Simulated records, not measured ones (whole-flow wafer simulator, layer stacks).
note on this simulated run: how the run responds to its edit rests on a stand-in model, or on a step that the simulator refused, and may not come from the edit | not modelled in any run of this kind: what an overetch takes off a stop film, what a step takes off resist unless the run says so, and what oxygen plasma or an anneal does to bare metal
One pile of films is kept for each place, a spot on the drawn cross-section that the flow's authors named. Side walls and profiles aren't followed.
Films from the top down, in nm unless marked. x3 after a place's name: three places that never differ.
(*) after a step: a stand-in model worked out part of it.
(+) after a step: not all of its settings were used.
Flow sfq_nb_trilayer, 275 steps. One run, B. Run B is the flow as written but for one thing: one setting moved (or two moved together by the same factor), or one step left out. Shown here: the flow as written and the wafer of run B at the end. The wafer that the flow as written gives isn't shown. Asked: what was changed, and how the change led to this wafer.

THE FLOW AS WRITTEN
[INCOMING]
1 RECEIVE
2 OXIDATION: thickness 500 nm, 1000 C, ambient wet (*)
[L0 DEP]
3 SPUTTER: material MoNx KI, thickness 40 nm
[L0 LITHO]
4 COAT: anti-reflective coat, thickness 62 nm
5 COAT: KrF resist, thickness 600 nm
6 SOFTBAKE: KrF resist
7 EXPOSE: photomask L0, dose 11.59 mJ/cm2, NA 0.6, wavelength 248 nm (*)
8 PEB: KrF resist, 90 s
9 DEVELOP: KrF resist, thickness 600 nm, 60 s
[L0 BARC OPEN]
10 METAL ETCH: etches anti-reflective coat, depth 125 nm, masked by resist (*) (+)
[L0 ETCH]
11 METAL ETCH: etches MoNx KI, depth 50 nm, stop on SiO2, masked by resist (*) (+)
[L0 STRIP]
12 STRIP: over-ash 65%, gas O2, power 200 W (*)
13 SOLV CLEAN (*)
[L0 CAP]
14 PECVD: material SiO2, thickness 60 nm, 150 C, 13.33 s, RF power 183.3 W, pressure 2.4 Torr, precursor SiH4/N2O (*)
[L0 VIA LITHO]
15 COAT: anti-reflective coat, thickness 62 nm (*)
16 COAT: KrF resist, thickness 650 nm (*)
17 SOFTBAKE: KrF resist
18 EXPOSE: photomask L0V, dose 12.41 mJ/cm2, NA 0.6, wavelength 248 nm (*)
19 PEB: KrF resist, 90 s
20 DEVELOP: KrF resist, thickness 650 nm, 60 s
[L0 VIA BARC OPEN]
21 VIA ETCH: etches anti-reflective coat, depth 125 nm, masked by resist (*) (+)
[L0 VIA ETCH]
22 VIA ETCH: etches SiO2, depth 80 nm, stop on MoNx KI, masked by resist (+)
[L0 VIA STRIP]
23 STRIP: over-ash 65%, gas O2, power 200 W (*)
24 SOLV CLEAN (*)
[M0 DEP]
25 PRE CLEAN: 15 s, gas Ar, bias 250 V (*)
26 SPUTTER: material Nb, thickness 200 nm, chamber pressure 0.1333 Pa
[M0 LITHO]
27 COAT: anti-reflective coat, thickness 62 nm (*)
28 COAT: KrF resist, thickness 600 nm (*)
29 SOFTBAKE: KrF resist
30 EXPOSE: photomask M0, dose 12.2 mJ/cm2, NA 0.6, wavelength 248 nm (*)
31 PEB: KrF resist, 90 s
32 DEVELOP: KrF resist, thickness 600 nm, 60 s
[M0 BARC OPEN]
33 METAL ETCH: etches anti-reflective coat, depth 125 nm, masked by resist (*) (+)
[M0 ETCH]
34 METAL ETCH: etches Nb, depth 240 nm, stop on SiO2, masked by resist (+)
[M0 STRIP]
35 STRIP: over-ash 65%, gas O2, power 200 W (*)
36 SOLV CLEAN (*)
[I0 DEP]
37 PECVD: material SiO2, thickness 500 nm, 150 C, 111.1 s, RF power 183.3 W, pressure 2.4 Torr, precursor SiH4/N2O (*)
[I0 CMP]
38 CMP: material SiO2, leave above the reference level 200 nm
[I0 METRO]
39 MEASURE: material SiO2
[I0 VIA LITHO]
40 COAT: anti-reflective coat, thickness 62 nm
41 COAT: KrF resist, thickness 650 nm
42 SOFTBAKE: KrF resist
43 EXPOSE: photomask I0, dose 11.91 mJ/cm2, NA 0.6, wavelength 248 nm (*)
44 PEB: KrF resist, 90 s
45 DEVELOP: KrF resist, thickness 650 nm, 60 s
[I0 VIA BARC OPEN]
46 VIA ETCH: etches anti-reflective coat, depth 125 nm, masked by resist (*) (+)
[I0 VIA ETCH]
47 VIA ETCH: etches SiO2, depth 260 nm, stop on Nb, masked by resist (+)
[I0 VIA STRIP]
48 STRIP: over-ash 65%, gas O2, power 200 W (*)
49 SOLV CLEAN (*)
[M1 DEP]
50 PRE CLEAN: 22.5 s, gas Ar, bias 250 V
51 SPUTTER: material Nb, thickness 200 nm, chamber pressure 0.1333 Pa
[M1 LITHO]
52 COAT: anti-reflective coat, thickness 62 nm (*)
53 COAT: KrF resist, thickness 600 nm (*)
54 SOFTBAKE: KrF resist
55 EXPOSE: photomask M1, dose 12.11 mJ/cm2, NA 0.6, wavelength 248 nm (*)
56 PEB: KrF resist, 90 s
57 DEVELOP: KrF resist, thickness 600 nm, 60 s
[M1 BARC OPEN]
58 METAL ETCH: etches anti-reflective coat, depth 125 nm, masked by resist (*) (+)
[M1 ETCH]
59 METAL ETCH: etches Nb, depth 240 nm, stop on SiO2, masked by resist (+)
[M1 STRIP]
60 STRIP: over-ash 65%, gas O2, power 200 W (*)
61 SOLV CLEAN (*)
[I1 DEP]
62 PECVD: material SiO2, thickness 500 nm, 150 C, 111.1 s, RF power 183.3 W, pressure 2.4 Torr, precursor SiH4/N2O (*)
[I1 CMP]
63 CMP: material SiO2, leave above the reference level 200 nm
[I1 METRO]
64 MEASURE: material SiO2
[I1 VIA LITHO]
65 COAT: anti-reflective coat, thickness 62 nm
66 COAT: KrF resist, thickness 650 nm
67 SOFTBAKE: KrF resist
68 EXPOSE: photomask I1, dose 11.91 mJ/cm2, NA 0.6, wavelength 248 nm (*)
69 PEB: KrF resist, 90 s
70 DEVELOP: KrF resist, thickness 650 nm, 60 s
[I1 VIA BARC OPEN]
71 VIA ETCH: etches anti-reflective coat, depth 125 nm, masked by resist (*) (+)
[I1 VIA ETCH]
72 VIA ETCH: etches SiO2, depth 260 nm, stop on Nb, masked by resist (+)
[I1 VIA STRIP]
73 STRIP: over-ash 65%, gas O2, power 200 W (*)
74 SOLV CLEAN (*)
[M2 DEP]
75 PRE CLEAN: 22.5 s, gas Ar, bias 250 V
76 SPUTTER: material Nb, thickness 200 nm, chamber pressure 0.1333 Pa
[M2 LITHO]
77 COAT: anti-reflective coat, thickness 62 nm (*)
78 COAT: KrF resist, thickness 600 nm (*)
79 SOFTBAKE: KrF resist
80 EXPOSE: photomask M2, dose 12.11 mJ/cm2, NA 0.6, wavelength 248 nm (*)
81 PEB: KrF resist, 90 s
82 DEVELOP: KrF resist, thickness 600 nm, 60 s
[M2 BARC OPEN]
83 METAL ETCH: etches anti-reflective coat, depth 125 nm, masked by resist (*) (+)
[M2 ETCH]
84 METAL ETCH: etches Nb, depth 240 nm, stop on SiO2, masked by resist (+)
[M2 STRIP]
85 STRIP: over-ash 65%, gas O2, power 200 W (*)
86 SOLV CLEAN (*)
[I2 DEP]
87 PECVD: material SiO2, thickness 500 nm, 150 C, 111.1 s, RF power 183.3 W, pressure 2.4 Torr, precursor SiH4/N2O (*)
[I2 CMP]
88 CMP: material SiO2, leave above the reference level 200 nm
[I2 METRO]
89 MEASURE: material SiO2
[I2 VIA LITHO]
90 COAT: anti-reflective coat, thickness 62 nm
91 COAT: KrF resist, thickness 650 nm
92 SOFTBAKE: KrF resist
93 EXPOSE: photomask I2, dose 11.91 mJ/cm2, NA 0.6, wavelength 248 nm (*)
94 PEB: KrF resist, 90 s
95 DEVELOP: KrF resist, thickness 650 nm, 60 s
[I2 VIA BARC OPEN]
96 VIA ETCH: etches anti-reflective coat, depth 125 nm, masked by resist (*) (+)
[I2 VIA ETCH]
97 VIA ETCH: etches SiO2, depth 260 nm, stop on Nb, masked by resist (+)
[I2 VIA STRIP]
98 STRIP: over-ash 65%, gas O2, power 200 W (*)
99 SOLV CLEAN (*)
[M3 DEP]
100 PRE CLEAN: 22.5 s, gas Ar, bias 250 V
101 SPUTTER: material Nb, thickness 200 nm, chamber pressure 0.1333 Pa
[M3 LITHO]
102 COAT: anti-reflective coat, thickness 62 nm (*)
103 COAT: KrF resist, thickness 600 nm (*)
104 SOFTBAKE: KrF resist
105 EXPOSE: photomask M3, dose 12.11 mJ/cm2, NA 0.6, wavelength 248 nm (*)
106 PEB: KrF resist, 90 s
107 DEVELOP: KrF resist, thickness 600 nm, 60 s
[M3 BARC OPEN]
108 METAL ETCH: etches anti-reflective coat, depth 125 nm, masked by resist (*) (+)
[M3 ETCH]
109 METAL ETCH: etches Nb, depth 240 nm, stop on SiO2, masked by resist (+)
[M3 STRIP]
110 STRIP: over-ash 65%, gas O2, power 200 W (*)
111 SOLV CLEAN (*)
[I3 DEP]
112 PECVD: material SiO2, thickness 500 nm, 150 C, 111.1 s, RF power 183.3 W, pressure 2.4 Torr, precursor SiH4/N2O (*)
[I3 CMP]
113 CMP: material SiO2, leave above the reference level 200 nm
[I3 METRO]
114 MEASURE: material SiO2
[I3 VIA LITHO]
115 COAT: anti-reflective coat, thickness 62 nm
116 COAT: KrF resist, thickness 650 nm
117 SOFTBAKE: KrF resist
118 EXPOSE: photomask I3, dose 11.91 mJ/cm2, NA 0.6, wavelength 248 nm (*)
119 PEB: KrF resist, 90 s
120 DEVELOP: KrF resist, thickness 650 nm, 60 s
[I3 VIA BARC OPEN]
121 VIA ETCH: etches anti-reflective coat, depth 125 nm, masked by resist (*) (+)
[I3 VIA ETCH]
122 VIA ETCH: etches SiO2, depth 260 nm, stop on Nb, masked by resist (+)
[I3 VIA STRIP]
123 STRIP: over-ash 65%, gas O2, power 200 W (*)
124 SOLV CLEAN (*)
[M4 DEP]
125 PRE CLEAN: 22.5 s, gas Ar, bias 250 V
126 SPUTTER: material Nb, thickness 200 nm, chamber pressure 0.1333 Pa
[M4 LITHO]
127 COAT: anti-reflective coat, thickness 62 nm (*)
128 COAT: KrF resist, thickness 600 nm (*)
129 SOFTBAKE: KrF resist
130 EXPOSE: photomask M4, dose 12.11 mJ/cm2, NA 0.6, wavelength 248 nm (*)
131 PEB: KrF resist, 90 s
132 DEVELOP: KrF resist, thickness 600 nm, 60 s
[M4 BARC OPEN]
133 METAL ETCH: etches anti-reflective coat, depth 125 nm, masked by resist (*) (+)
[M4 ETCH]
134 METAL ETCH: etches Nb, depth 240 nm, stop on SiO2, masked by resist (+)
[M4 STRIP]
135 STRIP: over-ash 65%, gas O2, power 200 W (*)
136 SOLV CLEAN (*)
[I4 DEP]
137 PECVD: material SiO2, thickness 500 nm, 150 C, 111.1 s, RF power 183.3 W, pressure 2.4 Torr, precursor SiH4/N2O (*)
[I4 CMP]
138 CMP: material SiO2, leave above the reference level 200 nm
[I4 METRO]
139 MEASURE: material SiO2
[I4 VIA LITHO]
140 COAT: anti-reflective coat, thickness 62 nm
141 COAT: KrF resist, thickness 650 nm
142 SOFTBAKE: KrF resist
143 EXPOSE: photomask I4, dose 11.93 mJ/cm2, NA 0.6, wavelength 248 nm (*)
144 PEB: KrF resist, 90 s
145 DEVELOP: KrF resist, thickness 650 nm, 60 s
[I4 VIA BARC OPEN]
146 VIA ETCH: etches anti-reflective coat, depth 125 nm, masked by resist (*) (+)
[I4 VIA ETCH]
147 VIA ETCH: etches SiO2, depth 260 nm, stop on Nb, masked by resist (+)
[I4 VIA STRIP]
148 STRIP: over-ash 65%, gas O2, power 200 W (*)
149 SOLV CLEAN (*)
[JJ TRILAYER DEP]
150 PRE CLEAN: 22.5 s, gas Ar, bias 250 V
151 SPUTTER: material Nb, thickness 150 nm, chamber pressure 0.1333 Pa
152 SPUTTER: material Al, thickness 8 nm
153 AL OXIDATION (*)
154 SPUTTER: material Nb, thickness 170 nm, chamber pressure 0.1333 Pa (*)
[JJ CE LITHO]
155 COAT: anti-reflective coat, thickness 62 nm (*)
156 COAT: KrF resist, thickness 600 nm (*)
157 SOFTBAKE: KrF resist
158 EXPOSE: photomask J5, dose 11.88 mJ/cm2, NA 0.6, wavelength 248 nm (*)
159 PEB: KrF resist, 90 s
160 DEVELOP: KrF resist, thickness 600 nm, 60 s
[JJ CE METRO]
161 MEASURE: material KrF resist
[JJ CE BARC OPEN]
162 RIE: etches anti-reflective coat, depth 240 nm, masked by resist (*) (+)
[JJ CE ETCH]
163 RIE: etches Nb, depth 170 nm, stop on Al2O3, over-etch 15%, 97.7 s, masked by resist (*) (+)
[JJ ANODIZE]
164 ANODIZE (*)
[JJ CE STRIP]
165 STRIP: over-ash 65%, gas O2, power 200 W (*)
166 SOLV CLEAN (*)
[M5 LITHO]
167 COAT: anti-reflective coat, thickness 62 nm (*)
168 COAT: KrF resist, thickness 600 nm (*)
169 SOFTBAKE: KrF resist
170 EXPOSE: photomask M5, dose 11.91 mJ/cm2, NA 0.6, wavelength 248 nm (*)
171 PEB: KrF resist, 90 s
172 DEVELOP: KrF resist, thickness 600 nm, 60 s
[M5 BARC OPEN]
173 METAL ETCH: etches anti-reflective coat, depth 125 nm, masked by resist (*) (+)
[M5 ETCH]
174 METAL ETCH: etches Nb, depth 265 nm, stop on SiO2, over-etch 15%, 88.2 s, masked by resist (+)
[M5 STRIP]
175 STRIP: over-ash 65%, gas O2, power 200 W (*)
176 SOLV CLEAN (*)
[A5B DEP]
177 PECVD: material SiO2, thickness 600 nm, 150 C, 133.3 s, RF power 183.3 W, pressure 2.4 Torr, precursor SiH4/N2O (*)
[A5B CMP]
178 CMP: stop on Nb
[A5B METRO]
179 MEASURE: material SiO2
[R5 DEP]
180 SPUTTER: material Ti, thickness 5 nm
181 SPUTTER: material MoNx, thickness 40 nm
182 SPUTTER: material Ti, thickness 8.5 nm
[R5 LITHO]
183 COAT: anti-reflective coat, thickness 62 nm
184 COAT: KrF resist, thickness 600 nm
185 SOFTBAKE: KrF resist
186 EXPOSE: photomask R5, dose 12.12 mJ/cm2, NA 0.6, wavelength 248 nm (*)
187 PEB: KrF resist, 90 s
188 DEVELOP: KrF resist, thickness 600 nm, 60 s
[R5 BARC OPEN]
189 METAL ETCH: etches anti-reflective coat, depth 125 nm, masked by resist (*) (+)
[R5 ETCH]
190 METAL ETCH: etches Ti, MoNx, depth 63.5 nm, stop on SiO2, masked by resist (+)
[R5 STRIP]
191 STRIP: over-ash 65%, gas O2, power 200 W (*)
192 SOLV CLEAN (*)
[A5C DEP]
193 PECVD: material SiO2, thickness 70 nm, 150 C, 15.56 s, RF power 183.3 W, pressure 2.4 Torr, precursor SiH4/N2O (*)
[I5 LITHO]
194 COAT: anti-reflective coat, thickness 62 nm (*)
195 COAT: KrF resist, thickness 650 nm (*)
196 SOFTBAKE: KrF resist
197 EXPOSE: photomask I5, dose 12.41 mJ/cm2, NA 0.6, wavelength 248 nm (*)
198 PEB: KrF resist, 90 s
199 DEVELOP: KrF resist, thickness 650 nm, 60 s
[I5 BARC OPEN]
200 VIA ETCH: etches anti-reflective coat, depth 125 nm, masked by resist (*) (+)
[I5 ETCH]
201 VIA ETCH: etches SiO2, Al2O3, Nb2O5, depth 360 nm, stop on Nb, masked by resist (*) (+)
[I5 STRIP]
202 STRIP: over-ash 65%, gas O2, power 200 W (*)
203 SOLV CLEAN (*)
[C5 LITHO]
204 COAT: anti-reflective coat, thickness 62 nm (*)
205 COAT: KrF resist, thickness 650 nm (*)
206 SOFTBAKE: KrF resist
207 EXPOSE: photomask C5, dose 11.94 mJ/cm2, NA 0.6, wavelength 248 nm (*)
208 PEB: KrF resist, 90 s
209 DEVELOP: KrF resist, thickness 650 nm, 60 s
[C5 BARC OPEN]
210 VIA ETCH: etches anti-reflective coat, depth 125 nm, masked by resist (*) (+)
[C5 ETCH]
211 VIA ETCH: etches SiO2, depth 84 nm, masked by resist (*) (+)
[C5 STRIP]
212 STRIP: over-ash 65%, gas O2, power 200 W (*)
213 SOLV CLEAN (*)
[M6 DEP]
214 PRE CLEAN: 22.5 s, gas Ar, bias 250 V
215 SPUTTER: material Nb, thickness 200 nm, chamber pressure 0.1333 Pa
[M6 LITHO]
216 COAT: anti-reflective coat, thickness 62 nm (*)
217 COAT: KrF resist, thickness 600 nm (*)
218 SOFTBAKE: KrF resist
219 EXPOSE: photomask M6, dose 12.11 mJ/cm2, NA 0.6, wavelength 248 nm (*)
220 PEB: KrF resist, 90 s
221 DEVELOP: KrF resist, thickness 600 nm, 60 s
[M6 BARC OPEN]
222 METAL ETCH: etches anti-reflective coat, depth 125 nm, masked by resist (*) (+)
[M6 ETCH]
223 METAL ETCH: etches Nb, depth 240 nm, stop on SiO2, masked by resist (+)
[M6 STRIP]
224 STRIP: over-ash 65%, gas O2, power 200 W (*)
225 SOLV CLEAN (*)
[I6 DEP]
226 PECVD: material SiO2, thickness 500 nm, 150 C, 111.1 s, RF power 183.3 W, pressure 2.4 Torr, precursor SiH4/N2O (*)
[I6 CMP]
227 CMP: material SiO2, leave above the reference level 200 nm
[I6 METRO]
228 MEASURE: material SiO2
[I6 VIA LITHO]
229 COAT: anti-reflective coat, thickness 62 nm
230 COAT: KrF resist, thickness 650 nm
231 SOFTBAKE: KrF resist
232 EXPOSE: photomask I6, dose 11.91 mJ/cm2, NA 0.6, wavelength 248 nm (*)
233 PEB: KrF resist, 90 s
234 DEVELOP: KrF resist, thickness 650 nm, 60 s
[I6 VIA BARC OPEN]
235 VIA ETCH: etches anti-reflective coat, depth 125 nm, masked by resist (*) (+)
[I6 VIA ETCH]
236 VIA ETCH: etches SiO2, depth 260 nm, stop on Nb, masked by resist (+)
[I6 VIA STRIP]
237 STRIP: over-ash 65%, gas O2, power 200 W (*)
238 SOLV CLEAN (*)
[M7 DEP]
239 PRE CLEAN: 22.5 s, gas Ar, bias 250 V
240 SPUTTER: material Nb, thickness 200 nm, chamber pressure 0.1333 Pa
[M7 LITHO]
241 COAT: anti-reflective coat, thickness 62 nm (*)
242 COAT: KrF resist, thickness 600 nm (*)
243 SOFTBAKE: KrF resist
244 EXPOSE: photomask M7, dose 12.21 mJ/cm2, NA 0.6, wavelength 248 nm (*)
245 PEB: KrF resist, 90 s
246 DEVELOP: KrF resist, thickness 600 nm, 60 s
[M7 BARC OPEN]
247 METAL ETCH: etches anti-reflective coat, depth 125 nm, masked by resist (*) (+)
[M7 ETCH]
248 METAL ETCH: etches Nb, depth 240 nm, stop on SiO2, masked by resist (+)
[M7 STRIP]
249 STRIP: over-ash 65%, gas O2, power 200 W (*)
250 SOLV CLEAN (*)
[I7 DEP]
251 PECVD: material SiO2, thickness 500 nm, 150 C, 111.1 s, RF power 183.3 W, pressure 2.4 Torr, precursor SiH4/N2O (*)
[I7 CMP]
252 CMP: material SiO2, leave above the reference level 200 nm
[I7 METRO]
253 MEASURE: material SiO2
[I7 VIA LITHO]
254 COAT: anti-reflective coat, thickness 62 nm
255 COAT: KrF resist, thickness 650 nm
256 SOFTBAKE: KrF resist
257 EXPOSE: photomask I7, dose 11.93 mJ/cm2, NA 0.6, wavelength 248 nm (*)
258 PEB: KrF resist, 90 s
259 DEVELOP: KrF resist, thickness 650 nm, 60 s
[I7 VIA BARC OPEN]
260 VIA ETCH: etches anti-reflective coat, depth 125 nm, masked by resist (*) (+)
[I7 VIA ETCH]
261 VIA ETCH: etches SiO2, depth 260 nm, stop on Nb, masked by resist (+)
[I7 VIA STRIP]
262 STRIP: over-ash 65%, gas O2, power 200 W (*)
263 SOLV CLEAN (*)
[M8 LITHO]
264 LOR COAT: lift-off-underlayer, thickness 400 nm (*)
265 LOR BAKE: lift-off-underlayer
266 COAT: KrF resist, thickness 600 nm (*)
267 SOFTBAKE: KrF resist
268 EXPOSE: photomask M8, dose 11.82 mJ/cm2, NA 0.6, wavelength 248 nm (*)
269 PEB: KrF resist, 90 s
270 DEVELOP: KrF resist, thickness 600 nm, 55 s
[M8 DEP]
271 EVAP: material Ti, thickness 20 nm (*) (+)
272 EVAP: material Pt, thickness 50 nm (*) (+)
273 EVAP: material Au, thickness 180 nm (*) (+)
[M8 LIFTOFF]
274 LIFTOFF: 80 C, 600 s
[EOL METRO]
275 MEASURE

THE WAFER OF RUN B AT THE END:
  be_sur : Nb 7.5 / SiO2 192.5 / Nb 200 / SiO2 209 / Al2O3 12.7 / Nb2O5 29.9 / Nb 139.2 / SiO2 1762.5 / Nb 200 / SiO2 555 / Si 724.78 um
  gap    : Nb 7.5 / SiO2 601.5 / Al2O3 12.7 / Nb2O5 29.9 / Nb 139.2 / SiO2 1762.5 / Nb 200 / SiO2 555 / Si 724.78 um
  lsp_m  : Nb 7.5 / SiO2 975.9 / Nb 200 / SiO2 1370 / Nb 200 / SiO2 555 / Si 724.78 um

The cause: step 251, PECVD: material SiO2, thickness 500 nm, 150 C, 111.1 s, RF power 183.3 W, pressure 2.4 Torr, precursor SiH4/N2O (*), was left out.

How the change led to this, step by step:
  252 CMP: material SiO2, leave above the reference level 200 nm
      field_l, p4_fl, p4_fm and 56 more: nothing (as written it would be: SiO2 -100)
      v_sur, via_wl, via_w and 37 more: Nb -192.5 (as written it would be: SiO2 -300)
      (and at 7 more places)
  254 COAT: anti-reflective coat, thickness 62 nm
      m5r_linepad_l, m5r_linepad_r: anti-reflective coat +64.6 (new film) (as written it would be: anti-reflective coat +62 (new film))
      r5r_spacepad_l, r5r_spacepad_r: anti-reflective coat +64.7 (new film) (as written it would be: anti-reflective coat +62 (new film))
      (and at 13 more places)
  255 COAT: KrF resist, thickness 650 nm
      via_v: KrF resist +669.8 (new film) (as written it would be: KrF resist +650 (new film))
  261 VIA ETCH: etches SiO2, depth 260 nm, stop on Nb, masked by resist (+)
      via_wl, via_w, via_wr: Nb -7.5 (all of it), SiO2 -170 (as written it would be: SiO2 -199.8 (all of it))
  262 STRIP: over-ash 65%, gas O2, power 200 W (*)
      m5r_linepad_l, m5r_linepad_r: KrF resist -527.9 (all of it), anti-reflective coat -64.6 (all of it) (as written it would be: KrF resist -528.6 (all of it), anti-reflective coat -62 (all of it))
      r5r_spacepad_l, r5r_spacepad_r: KrF resist -528.2 (all of it), anti-reflective coat -64.7 (all of it) (as written it would be: KrF resist -528.6 (all of it), anti-reflective coat -62 (all of it))
      (and at 13 more places)
  264 LOR COAT: lift-off-underlayer, thickness 400 nm (*)
      via_wl: lift-off-underlayer +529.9 (new film) (as written it would be: lift-off-underlayer +549.8 (new film))
      via_w: lift-off-underlayer +518.4 (new film) (as written it would be: lift-off-underlayer +536.4 (new film))
      (and at 2 more places)
  270 DEVELOP: KrF resist, thickness 600 nm, 55 s
      via_wl: KrF resist -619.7 (all of it), lift-off-underlayer -529.9 (all of it) (as written it would be: KrF resist -623.9 (all of it), lift-off-underlayer -549.8 (all of it))
      via_w: KrF resist -629.7 (all of it), lift-off-underlayer -518.4 (all of it) (as written it would be: KrF resist -635.4 (all of it), lift-off-underlayer -536.4 (all of it))
      (and at 2 more places)
